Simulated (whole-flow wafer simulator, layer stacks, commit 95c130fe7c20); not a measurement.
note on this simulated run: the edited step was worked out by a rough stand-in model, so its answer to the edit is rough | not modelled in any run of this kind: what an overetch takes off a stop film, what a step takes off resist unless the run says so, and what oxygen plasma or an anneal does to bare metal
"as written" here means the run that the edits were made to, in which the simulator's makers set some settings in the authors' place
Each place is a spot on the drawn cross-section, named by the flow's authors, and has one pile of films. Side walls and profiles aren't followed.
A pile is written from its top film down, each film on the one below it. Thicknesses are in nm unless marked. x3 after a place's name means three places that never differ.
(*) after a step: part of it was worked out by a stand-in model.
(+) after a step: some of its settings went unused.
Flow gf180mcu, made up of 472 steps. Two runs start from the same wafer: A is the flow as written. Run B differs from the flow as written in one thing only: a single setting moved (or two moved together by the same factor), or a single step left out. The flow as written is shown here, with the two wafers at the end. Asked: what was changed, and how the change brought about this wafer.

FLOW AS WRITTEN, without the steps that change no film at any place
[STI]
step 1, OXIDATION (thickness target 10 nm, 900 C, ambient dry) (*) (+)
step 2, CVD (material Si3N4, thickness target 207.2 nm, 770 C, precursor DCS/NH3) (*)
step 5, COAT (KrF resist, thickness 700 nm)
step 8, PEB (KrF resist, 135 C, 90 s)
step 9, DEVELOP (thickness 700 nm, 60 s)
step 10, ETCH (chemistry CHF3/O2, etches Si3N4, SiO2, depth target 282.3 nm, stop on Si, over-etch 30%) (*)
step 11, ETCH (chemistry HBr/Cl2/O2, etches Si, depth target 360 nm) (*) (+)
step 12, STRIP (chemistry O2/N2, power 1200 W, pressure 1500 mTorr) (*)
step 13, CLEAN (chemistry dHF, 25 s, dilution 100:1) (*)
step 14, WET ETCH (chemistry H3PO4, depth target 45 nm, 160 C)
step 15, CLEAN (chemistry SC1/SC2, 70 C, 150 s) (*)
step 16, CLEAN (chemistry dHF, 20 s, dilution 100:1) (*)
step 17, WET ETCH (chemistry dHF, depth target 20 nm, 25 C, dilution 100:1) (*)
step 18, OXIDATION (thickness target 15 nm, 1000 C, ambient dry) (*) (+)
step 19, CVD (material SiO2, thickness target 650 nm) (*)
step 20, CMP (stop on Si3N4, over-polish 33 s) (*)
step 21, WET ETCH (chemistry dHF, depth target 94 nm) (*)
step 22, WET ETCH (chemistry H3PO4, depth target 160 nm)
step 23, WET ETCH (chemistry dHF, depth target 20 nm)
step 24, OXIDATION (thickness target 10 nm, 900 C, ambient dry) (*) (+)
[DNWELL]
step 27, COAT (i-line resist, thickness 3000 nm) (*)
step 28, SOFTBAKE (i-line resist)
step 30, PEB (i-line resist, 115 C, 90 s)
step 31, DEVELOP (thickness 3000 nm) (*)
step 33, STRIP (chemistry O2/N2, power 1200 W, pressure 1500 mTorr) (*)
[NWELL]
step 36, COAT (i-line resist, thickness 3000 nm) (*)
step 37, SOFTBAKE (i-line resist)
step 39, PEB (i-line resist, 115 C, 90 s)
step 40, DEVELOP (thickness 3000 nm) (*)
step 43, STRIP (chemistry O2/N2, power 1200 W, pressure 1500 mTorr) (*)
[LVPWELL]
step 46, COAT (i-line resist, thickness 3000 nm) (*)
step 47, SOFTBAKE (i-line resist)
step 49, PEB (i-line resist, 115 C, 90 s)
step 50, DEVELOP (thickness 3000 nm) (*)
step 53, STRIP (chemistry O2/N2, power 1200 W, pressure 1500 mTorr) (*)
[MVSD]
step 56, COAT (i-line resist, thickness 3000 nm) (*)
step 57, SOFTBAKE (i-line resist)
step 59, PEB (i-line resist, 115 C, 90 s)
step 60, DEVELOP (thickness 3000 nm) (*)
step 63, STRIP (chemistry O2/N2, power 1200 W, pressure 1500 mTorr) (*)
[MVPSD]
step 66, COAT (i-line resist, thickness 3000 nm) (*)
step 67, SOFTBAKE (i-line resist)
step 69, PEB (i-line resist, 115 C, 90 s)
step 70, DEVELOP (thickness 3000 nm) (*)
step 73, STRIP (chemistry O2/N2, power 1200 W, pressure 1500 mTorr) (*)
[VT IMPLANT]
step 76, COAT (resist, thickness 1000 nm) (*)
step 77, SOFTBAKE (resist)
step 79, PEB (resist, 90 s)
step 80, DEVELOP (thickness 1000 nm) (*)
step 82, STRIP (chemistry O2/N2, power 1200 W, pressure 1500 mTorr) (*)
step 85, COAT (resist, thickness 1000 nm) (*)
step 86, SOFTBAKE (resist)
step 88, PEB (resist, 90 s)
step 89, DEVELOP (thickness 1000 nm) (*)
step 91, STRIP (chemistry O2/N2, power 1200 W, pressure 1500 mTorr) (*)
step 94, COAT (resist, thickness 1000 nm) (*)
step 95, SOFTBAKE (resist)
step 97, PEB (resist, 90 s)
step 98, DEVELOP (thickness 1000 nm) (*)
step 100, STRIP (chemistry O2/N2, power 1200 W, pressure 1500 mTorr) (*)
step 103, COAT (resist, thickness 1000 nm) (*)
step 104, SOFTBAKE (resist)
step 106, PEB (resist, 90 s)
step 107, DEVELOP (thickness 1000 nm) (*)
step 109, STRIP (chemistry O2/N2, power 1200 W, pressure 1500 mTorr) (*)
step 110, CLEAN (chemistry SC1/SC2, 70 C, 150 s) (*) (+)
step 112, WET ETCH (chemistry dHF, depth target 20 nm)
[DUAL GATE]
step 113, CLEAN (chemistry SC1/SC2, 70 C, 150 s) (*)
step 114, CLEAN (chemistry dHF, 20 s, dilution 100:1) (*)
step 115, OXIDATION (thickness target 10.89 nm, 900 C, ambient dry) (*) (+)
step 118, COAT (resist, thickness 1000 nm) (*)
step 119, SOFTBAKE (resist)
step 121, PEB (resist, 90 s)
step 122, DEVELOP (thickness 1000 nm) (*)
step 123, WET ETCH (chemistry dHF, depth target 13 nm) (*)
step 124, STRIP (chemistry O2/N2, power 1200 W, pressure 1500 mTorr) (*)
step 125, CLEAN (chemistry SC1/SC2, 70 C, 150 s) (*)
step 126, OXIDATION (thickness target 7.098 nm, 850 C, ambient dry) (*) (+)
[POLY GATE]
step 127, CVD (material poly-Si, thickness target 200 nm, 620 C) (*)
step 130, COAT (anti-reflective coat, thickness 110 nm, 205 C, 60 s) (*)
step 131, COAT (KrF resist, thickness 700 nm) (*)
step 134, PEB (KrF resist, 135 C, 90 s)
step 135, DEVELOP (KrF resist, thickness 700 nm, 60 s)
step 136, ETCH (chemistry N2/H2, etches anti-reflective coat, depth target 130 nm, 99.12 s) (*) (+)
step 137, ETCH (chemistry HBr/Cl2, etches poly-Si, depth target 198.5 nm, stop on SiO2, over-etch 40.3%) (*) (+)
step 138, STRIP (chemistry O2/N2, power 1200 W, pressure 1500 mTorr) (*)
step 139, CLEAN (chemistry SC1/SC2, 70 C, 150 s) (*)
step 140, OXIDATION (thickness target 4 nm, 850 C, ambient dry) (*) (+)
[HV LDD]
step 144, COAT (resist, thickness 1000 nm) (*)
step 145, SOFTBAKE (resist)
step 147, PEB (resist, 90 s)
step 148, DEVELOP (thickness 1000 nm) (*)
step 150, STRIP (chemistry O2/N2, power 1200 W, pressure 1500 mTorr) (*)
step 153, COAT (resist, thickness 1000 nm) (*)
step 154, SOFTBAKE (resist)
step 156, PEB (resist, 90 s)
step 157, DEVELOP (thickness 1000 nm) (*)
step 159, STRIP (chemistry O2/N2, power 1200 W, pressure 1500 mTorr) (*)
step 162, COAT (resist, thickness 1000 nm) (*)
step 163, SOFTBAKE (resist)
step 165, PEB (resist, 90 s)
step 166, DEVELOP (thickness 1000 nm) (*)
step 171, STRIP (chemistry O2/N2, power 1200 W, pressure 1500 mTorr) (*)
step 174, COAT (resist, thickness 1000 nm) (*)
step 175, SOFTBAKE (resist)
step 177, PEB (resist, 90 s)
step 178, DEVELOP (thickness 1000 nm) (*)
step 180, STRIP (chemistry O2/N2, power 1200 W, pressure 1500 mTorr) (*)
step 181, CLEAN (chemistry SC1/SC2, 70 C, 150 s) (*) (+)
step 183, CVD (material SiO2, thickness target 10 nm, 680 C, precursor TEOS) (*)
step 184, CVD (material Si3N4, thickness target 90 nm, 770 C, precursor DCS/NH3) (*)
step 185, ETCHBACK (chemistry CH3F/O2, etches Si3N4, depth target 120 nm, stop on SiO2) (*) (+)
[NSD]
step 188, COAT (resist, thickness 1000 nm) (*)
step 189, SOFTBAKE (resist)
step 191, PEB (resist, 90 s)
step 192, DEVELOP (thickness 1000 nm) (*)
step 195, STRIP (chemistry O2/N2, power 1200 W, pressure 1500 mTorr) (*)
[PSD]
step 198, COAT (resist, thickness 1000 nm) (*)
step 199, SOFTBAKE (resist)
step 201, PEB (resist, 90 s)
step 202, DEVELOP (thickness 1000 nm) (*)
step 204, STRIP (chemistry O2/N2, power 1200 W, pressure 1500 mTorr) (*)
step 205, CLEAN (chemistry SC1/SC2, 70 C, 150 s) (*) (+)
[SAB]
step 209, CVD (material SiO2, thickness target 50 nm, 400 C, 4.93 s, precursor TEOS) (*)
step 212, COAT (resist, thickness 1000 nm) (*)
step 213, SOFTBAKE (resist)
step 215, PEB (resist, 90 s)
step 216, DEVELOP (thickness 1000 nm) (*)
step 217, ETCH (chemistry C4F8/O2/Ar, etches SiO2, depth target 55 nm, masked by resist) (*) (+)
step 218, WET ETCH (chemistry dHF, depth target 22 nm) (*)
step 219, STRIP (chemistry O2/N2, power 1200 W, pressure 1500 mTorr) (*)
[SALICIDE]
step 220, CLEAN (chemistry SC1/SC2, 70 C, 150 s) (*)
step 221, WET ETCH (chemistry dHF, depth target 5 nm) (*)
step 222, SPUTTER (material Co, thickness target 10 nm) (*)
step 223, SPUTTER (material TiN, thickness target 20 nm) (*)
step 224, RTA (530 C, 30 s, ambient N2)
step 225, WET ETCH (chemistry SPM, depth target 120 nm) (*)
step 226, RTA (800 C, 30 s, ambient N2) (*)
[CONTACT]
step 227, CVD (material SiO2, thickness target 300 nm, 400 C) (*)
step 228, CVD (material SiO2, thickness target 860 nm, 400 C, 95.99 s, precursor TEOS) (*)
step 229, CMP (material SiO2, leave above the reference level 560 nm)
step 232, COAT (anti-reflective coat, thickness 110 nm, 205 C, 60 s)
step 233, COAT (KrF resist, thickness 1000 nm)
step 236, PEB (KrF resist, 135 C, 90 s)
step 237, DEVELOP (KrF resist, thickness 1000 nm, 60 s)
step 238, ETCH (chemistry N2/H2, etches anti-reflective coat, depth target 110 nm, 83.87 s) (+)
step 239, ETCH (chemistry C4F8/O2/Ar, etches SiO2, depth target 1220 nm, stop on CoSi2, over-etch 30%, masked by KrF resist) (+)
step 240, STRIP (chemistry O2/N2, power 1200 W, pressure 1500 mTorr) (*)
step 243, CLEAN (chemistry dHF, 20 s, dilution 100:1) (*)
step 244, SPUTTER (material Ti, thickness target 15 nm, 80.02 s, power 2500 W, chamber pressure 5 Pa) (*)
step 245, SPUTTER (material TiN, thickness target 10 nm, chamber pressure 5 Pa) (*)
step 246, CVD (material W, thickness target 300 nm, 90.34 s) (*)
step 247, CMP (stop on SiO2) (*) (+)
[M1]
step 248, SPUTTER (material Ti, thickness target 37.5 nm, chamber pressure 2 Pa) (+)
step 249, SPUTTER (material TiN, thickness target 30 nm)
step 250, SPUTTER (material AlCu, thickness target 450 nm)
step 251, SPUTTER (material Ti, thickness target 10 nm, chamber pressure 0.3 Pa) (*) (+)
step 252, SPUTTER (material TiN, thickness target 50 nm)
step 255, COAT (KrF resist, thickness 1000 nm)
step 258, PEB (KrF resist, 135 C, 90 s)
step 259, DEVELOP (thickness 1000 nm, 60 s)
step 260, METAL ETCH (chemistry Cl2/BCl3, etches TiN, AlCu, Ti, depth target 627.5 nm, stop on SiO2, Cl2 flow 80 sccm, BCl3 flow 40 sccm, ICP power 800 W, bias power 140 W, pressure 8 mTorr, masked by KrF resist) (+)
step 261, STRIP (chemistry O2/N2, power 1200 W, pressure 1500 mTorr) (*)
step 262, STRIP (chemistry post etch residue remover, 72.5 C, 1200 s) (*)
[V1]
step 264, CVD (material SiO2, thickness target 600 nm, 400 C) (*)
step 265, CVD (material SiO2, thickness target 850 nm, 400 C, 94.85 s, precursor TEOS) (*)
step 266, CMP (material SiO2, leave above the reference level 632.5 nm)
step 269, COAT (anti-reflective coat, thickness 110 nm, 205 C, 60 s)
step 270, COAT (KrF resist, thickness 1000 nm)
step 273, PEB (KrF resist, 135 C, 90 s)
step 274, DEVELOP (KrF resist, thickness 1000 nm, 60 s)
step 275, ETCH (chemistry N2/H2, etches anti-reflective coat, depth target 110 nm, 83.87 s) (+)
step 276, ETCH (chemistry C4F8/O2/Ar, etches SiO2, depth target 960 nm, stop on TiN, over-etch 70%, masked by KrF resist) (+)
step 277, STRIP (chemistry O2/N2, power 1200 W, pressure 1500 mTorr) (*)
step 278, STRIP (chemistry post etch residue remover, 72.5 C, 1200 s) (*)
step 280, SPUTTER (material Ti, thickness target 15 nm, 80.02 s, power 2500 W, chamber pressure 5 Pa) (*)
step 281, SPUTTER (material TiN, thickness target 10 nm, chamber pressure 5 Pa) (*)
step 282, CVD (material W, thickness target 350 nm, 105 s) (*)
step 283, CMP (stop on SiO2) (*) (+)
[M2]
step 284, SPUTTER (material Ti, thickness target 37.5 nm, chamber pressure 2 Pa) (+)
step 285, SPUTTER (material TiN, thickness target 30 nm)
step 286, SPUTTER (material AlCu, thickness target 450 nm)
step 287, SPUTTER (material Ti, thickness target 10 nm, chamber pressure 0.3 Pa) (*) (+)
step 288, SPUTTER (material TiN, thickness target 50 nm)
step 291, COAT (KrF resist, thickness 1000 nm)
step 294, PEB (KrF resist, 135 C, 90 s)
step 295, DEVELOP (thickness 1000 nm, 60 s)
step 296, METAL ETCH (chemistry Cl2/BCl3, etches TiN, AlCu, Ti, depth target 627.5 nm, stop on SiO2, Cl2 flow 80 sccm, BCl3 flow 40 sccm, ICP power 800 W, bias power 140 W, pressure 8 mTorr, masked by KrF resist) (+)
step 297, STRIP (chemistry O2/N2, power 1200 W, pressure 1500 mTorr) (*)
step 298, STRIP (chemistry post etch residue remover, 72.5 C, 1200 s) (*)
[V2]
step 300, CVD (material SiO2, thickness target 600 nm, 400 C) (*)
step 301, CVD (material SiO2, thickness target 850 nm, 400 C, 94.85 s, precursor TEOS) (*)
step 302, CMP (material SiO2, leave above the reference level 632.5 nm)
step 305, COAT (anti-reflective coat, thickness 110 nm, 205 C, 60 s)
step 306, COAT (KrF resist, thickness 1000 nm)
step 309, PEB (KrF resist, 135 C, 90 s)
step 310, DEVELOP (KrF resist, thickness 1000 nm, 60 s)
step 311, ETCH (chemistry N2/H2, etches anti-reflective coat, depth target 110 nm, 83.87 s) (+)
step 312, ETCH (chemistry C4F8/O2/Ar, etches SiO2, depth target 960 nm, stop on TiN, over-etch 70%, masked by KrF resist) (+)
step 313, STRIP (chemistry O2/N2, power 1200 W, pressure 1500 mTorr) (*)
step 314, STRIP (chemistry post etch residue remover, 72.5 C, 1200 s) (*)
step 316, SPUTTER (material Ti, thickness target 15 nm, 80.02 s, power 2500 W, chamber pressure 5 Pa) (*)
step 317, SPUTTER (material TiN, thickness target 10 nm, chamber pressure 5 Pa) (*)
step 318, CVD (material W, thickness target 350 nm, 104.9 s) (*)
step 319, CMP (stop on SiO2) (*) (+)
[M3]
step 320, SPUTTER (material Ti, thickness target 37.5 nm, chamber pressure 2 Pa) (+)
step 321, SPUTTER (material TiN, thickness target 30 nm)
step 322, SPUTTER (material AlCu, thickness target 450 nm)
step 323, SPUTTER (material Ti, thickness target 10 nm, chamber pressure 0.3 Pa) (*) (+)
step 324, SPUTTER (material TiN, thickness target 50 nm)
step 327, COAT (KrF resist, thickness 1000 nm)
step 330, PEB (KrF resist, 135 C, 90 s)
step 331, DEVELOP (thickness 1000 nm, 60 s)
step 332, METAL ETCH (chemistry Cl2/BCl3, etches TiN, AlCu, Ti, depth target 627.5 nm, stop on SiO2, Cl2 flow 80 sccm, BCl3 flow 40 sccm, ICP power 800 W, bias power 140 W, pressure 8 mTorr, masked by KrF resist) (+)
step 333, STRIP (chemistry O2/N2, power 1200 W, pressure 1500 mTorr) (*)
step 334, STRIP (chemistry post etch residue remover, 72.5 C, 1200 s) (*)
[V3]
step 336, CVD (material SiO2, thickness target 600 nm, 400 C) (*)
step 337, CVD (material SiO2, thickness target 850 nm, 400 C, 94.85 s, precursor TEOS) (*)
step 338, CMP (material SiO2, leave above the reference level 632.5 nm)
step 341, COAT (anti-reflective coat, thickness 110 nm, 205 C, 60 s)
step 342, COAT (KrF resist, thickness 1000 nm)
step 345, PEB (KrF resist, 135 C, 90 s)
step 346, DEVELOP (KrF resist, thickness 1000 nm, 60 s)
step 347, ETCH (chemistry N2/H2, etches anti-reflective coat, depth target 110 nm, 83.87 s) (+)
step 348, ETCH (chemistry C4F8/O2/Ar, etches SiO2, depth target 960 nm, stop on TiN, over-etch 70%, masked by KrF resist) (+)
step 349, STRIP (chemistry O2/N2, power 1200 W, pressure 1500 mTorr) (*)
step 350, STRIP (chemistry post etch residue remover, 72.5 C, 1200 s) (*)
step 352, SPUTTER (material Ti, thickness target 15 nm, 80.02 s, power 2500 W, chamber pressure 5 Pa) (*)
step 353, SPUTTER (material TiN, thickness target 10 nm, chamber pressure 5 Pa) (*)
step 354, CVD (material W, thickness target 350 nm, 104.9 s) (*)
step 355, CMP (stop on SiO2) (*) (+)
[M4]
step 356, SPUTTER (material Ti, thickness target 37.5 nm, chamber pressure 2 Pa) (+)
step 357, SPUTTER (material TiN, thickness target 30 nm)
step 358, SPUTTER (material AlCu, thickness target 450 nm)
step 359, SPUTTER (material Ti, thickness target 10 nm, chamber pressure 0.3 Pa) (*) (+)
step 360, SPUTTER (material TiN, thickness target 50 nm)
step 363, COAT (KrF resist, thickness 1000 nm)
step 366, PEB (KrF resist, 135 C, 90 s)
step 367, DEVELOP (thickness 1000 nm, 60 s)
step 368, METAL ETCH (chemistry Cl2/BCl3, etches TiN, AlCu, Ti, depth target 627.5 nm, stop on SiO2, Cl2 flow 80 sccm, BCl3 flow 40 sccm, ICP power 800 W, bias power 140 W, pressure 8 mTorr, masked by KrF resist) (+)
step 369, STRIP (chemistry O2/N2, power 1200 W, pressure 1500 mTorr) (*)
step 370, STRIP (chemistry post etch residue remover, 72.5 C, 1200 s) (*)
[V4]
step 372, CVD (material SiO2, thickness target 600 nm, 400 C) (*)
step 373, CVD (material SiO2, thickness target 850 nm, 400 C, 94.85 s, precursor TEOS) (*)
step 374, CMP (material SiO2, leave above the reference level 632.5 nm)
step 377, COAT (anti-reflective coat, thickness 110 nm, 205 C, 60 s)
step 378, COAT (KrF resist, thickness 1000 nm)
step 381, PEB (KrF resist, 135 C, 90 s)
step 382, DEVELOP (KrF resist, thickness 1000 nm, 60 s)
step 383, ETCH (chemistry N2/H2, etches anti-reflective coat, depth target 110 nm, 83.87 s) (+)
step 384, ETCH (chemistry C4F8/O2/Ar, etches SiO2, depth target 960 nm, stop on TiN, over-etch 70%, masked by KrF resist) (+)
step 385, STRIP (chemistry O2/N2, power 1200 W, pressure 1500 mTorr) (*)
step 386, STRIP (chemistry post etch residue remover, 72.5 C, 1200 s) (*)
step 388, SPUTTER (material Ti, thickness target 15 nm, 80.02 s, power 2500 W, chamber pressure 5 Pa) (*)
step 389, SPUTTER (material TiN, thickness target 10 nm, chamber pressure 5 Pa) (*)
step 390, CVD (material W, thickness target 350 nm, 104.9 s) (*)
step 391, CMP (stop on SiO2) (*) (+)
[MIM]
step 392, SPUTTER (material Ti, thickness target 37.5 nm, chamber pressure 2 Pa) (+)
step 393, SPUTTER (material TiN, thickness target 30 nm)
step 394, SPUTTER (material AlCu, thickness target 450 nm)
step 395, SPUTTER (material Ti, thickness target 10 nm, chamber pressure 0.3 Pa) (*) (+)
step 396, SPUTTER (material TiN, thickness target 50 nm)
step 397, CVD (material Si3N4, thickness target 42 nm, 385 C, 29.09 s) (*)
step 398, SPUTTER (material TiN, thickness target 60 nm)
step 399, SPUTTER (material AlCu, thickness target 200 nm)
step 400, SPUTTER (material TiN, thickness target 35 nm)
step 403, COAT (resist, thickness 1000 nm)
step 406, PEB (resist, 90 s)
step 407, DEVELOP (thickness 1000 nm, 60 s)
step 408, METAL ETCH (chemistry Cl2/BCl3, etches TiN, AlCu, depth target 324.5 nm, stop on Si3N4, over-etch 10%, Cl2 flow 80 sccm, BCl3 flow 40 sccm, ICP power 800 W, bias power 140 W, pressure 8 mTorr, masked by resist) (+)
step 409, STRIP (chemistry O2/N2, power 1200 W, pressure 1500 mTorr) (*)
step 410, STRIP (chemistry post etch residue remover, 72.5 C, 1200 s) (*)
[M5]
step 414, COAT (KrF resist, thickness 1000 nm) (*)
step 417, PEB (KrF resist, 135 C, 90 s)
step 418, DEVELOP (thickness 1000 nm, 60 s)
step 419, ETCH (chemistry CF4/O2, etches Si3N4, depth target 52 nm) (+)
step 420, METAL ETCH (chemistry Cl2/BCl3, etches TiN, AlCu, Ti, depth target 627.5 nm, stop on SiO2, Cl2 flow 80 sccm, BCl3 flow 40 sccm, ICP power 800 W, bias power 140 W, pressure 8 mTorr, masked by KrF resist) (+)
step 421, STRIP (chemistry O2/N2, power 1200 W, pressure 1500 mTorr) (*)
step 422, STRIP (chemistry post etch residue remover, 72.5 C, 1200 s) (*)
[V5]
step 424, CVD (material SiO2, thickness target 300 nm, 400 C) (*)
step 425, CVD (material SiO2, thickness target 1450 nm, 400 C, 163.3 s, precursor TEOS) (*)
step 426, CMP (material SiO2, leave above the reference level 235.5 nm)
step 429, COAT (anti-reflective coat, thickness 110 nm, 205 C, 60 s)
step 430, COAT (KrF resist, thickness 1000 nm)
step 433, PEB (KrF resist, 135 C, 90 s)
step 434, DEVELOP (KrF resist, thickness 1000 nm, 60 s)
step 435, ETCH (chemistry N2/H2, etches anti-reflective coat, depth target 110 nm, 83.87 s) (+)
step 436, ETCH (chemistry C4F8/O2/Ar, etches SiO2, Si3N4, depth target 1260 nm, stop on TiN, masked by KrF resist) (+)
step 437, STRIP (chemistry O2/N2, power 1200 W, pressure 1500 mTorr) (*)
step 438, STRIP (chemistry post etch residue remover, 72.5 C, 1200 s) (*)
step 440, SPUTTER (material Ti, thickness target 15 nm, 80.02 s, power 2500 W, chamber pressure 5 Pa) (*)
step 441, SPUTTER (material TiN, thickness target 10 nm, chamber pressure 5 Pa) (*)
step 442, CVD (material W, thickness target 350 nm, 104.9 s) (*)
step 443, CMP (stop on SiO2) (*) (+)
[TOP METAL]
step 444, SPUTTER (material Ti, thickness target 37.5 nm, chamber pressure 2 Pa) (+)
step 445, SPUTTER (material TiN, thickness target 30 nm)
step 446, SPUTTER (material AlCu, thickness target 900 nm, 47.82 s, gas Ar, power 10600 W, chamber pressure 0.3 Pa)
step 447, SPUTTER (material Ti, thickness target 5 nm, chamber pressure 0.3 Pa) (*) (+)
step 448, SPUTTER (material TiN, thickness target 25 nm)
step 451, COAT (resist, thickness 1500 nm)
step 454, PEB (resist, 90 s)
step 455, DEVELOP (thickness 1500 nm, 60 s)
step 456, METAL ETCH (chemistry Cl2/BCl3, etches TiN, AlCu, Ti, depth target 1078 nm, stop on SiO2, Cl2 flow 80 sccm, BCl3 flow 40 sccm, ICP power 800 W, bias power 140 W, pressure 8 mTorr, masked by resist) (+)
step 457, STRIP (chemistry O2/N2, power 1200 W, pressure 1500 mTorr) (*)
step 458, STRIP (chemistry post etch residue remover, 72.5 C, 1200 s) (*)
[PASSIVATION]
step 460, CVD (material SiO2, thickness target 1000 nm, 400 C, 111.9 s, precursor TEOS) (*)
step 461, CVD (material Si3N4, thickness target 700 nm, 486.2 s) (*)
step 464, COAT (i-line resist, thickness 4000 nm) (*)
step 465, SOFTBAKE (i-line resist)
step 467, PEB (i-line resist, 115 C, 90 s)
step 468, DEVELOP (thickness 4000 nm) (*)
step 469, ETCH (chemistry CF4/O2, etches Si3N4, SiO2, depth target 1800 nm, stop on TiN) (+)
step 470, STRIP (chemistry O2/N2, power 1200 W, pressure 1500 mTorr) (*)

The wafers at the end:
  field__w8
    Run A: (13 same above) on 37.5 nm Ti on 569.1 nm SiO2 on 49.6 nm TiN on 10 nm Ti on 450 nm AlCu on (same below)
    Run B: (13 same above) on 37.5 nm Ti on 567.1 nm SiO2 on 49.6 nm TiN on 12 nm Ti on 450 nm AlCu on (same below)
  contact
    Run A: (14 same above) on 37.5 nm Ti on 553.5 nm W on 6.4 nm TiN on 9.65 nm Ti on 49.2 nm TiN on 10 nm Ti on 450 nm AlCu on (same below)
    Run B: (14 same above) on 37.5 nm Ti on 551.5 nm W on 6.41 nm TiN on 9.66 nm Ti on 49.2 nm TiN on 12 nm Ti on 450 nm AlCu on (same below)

The reason: step 359, SPUTTER: thickness target 12 nm was run, though the flow has thickness target 10 nm.
The wafer itself shows it: field__w8 has Ti 12, and step 359 as written asks for 10 nm.

How this came from the change, step by step:
  step 359, SPUTTER (material Ti, thickness target 10 nm, chamber pressure 0.3 Pa) (*) (+)
      field, field__w1, field__w2 and 108 more: A +10 Ti (new film) | B +12 Ti (new film)
  step 368, METAL ETCH (chemistry Cl2/BCl3, etches TiN, AlCu, Ti, depth target 627.5 nm, stop on SiO2, Cl2 flow 80 sccm, BCl3 flow 40 sccm, ICP power 800 W, bias power 140 W, pressure 8 mTorr, masked by KrF resist) (+)
      field, field__w1, field__w2 and 103 more: A -50 TiN (all of it), -10 Ti (all of it), -450 AlCu (all of it), -30 TiN (all of it), -37.5 Ti (all of it) | B -50 TiN (all of it), -12 Ti (all of it), -450 AlCu (all of it), -30 TiN (all of it), -37.5 Ti (all of it)
